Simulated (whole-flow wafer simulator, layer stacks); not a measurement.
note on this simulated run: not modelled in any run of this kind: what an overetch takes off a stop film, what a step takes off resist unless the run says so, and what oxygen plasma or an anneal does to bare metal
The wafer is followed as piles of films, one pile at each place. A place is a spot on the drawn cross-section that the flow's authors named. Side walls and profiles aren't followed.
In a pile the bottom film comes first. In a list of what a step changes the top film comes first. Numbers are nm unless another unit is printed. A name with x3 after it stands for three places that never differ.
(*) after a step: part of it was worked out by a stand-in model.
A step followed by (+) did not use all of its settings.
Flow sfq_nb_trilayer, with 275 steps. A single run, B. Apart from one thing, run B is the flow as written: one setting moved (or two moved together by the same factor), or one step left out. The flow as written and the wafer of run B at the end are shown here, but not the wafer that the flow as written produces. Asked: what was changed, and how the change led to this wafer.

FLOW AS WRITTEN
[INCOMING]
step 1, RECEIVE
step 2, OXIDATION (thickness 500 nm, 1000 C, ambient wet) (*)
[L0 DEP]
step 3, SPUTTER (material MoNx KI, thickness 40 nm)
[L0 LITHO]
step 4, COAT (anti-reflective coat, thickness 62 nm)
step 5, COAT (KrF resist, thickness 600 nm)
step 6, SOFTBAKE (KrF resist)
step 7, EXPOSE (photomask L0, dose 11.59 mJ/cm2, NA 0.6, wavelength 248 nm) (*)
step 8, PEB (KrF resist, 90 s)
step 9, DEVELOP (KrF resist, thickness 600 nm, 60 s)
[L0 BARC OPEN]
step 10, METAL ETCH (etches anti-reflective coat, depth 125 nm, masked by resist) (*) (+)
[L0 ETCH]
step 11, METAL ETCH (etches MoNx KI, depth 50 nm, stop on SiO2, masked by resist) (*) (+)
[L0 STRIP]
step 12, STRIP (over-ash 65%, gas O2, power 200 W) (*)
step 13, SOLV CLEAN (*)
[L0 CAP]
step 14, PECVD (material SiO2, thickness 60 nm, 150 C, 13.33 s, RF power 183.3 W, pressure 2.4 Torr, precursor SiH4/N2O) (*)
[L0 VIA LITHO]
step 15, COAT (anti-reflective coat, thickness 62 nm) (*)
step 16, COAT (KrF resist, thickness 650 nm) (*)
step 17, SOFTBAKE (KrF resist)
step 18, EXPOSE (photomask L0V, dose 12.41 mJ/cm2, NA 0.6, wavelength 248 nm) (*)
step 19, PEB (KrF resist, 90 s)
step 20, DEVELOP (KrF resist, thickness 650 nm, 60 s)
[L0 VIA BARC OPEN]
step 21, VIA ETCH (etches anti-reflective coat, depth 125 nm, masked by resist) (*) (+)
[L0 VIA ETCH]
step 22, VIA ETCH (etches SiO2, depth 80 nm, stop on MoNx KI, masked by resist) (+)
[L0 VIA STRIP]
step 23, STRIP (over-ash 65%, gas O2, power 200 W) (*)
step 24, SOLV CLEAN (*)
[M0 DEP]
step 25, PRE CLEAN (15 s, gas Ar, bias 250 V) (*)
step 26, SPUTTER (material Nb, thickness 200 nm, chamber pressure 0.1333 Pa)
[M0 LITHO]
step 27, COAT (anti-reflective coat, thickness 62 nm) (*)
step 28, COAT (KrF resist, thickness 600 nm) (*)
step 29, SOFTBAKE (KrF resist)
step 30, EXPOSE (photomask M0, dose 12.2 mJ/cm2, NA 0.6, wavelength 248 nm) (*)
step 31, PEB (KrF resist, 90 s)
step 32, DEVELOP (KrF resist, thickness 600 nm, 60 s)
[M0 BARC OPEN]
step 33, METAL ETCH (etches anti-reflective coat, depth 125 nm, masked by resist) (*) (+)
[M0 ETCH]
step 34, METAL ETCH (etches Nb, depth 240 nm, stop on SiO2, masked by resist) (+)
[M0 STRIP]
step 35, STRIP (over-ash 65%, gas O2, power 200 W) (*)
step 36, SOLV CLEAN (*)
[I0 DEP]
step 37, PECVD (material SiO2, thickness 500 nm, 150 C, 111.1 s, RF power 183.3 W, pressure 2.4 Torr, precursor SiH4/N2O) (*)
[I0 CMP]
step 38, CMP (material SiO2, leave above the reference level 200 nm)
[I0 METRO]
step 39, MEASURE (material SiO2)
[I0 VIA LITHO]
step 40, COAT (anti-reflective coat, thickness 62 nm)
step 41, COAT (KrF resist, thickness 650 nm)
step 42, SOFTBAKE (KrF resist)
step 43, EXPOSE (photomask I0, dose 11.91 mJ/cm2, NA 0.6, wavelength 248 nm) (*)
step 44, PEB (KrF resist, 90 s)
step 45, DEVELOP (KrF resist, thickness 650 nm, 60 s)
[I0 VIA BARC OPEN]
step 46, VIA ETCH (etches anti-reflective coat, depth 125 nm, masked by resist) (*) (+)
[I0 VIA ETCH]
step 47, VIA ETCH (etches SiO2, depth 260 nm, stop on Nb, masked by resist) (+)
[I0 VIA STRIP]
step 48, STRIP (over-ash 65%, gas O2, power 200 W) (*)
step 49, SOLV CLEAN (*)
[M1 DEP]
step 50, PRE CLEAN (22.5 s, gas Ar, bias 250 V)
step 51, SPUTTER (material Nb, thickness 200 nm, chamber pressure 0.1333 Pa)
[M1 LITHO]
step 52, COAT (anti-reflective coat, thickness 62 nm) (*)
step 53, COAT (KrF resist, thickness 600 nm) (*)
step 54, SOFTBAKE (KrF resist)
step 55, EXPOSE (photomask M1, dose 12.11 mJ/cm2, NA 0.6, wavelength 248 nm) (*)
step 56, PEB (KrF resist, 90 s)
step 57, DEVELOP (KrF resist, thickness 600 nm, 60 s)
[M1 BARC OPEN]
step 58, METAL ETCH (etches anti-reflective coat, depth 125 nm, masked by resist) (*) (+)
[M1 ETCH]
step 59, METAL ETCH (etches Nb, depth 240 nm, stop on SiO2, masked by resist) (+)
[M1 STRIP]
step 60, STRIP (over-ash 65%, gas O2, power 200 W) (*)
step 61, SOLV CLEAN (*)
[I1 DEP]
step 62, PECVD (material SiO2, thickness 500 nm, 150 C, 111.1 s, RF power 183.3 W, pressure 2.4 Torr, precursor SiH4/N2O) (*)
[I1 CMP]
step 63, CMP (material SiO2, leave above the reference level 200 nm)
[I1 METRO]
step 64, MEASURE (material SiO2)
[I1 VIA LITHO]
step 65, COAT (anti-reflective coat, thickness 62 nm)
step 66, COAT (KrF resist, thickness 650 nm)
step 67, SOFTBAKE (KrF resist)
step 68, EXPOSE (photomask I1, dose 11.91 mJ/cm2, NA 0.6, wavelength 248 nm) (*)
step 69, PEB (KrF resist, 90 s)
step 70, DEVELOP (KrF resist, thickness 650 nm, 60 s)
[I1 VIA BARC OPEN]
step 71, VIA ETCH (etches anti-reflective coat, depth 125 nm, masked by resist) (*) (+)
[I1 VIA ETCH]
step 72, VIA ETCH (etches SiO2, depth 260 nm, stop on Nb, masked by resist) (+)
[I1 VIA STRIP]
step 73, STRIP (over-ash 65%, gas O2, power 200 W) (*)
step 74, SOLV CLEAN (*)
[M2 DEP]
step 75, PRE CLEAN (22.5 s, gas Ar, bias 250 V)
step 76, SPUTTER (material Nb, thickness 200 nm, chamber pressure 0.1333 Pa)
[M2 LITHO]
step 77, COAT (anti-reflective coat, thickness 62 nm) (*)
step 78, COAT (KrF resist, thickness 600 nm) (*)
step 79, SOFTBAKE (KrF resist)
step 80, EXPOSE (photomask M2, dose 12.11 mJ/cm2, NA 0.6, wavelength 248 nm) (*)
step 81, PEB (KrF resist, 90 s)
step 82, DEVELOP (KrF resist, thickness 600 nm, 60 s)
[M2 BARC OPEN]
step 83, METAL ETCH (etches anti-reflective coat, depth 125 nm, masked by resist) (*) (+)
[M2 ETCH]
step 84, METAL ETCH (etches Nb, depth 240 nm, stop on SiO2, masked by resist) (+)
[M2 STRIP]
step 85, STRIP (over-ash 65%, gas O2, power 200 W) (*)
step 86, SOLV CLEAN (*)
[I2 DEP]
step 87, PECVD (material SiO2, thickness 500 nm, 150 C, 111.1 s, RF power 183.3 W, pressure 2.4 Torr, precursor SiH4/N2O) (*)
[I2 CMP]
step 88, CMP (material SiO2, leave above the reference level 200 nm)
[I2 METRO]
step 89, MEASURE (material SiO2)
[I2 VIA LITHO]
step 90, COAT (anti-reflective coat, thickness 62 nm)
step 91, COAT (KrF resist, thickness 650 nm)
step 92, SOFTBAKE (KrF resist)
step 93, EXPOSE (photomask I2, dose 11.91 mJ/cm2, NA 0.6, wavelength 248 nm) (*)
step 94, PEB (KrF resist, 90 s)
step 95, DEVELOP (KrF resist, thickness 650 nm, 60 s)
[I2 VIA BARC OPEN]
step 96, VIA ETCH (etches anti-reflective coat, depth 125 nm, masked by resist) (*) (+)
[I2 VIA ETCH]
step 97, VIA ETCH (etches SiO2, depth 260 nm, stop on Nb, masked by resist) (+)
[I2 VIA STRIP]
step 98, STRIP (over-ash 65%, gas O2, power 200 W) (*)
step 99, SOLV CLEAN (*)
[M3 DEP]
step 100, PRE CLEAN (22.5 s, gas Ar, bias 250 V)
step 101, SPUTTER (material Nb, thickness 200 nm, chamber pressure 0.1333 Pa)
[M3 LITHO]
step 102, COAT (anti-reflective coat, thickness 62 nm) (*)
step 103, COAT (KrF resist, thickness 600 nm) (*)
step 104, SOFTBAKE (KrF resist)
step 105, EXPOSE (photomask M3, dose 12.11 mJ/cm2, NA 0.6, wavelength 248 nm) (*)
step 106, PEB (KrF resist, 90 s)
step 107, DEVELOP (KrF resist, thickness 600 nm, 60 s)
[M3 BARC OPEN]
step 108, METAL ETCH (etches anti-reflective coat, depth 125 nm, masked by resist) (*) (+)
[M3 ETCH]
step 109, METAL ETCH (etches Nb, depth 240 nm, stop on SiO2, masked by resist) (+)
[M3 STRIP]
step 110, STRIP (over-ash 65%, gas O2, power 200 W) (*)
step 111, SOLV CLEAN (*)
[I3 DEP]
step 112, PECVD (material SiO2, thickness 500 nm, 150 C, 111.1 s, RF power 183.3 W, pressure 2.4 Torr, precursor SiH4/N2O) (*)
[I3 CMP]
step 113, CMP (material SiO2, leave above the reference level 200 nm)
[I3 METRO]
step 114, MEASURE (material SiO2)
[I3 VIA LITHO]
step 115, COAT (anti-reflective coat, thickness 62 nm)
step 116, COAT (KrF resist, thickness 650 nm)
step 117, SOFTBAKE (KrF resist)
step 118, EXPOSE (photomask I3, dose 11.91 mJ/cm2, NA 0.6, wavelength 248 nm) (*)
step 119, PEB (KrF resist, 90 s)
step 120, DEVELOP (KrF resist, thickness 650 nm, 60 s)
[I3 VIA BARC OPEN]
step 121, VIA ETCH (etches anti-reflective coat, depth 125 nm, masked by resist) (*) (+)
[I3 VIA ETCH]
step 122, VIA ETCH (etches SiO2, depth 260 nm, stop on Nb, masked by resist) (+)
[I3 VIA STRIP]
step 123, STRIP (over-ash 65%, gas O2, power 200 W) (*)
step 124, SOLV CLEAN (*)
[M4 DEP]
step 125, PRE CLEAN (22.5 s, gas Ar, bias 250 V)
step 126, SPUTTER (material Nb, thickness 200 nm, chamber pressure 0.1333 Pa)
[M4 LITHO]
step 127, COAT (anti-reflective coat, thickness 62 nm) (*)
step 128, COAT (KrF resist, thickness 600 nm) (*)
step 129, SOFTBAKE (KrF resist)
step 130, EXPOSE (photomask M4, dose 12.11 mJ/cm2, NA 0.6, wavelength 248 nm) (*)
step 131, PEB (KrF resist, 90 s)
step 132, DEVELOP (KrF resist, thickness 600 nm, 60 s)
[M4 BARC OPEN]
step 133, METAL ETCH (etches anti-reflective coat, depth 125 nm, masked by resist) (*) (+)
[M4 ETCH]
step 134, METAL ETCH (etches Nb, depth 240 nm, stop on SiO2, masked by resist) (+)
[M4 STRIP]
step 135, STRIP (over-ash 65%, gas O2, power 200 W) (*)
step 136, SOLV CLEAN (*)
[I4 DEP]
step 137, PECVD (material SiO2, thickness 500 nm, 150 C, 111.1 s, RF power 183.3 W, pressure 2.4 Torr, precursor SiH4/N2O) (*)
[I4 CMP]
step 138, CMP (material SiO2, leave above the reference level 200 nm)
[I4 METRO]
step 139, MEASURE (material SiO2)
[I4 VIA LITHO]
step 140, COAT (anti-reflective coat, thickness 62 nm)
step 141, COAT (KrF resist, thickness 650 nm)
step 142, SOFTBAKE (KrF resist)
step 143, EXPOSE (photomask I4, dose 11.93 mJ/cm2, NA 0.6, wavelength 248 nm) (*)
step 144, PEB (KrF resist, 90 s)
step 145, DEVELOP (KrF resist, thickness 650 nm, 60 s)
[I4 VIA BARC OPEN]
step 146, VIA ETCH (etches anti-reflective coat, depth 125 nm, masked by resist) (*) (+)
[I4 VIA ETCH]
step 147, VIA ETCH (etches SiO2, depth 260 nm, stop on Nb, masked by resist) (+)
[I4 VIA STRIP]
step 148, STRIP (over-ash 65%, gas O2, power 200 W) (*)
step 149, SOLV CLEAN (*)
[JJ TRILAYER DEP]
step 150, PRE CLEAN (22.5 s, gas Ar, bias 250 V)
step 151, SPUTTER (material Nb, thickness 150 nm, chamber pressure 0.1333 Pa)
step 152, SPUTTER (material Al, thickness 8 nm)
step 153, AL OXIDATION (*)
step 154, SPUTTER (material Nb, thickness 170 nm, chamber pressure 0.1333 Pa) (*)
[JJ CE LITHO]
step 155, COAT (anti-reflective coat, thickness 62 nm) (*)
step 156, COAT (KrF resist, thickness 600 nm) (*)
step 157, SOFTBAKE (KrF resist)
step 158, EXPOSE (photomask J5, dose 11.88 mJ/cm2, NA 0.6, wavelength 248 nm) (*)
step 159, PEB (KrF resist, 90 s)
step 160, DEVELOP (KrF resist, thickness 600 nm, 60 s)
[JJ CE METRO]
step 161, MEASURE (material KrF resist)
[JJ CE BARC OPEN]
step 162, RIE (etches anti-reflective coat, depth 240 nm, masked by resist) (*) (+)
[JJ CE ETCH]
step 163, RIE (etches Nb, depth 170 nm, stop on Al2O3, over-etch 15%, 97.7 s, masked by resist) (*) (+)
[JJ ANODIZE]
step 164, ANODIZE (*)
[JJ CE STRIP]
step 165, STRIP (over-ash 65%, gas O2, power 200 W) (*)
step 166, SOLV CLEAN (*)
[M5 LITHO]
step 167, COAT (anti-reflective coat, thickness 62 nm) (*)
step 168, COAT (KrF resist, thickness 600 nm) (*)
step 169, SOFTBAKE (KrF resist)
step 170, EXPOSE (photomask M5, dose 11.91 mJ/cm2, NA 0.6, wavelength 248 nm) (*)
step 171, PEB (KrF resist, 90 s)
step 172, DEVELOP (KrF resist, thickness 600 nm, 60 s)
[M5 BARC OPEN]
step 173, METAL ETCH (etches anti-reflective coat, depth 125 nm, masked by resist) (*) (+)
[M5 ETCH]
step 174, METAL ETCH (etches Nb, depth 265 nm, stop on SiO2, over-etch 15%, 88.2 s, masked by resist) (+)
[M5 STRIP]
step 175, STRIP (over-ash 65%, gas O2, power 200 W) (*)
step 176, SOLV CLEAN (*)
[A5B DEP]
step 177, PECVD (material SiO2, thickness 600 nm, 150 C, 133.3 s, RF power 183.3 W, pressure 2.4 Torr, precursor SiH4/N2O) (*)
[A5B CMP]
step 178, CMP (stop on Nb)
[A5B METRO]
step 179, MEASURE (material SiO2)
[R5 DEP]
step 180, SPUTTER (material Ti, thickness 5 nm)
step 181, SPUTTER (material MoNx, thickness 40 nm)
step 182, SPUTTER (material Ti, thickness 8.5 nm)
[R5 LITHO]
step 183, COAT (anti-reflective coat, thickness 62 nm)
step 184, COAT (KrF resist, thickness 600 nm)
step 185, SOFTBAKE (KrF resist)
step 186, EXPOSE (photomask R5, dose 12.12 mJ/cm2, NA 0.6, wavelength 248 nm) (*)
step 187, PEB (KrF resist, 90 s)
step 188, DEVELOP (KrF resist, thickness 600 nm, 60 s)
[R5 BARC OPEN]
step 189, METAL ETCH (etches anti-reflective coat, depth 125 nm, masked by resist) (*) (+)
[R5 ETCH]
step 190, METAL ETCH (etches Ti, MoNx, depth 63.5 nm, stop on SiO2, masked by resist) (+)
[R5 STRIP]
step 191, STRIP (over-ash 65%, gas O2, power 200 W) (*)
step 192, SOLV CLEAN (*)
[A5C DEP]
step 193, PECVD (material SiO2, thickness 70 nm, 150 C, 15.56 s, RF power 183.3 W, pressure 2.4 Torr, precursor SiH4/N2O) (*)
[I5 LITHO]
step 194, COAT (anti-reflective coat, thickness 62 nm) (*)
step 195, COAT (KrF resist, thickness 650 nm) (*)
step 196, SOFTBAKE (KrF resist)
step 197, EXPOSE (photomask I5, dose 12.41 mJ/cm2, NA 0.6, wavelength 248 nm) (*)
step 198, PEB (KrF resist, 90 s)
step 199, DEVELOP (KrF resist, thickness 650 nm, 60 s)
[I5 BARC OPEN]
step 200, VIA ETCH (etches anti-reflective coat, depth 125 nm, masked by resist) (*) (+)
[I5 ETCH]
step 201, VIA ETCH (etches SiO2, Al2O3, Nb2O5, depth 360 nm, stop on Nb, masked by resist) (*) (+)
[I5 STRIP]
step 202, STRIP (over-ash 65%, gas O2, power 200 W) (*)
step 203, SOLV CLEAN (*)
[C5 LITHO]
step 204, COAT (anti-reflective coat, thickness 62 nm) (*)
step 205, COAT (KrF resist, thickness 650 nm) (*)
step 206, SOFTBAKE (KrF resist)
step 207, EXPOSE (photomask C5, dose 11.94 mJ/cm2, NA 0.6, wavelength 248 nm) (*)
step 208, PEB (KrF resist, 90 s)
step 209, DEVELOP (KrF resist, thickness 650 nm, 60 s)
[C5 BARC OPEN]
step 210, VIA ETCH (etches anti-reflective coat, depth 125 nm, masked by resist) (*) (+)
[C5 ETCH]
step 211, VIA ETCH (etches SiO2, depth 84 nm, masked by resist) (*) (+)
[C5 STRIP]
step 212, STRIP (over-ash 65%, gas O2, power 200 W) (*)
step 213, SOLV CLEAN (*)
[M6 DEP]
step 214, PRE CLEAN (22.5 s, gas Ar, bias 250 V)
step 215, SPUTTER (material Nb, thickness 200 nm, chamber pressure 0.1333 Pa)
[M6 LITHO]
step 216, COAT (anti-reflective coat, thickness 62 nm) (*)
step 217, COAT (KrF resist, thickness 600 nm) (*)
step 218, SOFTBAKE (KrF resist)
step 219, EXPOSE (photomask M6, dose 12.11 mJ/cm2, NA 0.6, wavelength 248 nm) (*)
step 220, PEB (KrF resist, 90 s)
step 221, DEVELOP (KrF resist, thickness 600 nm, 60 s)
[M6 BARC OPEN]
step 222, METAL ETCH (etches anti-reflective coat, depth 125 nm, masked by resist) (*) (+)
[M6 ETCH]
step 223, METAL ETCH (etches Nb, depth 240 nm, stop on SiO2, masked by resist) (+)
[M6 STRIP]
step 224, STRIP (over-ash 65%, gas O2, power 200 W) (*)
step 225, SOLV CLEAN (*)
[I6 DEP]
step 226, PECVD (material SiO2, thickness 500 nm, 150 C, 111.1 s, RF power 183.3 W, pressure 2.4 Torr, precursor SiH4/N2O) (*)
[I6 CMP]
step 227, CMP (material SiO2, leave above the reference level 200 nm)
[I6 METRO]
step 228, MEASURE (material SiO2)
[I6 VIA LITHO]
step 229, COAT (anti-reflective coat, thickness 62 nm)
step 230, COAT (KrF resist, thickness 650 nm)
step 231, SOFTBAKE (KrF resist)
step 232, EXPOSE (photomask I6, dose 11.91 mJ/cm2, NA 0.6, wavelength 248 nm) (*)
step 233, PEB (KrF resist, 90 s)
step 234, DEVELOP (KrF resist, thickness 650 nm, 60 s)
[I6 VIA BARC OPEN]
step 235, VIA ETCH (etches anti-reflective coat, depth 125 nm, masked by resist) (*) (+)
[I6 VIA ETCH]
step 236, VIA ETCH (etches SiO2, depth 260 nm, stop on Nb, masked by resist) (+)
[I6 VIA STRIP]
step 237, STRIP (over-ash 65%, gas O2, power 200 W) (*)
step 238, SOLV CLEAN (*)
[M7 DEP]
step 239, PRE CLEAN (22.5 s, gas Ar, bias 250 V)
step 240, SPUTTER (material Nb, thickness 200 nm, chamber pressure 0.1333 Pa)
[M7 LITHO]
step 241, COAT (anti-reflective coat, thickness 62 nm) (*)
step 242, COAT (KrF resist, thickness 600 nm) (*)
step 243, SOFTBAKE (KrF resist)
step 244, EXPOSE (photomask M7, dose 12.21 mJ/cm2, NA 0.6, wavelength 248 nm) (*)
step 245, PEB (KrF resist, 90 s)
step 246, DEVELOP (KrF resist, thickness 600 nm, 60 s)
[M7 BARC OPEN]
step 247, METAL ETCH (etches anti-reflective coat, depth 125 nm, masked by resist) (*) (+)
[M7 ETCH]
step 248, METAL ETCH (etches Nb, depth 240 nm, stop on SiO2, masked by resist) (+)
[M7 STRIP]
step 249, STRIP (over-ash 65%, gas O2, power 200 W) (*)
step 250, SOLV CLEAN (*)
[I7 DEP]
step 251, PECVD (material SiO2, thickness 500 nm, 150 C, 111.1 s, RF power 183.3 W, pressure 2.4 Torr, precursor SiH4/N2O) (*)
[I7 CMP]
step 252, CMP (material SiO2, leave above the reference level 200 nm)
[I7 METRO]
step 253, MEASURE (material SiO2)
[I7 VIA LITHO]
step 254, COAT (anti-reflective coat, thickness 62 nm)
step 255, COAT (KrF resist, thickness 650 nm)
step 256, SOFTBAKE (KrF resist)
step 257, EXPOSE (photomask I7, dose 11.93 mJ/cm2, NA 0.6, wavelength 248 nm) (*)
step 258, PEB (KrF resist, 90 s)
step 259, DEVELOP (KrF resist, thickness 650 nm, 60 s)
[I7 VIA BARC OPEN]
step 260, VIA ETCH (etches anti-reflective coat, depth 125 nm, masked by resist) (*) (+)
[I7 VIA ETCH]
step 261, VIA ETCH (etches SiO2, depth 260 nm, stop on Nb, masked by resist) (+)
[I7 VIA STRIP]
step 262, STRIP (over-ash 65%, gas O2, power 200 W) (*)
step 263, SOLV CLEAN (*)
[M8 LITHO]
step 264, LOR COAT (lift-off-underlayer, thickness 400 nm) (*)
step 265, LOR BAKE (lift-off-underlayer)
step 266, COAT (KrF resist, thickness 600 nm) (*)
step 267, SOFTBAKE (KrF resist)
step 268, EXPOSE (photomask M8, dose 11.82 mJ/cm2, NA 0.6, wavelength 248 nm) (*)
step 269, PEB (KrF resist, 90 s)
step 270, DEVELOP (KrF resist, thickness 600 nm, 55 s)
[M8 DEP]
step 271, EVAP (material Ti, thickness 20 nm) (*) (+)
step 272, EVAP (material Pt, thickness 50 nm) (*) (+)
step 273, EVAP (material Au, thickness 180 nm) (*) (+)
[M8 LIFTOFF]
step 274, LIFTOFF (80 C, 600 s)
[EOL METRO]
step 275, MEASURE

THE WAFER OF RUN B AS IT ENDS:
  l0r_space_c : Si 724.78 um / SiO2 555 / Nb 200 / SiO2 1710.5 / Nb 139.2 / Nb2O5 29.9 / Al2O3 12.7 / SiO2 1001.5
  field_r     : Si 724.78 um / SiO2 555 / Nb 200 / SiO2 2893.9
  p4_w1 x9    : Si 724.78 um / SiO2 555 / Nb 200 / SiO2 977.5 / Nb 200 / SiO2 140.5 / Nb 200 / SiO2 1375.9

Cause: step 113, CMP: leave above the reference level 148 nm was run, while the flow as written has leave above the reference level 200 nm.

The path from the change to this, step by step:
  step 113, CMP (material SiO2, leave above the reference level 200 nm)
      field_l, be, be_sur and 64 more: -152 SiO2 (as written it would have been: -100 SiO2)
      v_sur, via_wl, via_wr and 27 more: -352 SiO2 (as written it would have been: -300 SiO2)
      (and at 9 other places as well)
  step 122, VIA ETCH (etches SiO2, depth 260 nm, stop on Nb, masked by resist) (+)
      field_l, v_sur, via_wl and 102 more: -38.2 KrF resist (as written it would have been: -44.8 KrF resist)
      via_v: -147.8 SiO2 (all of it) (as written it would have been: -199.8 SiO2 (all of it))
  step 126, SPUTTER (material Nb, thickness 200 nm, chamber pressure 0.1333 Pa)
      via_v: +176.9 Nb (as written it would have been: +165.5 Nb)
  step 127, COAT (anti-reflective coat, thickness 62 nm) (*)
      via_v: +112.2 anti-reflective coat (new film) (as written it would have been: +124.8 anti-reflective coat (new film))
  step 128, COAT (KrF resist, thickness 600 nm) (*)
      via_v: +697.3 KrF resist (new film) (as written it would have been: +739.8 KrF resist (new film))
  step 135, STRIP (over-ash 65%, gas O2, power 200 W) (*)
      via_v: -479.4 KrF resist (all of it), -112.2 anti-reflective coat (all of it) (as written it would have been: -521.8 KrF resist (all of it), -124.8 anti-reflective coat (all of it))
  step 137, PECVD (material SiO2, thickness 500 nm, 150 C, 111.1 s, RF power 183.3 W, pressure 2.4 Torr, precursor SiH4/N2O) (*)
      via_v: +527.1 SiO2 (new film) (as written it would have been: +615 SiO2 (new film))
  step 138, CMP (material SiO2, leave above the reference level 200 nm)
      via_v: -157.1 SiO2 (as written it would have been: -181.6 SiO2)
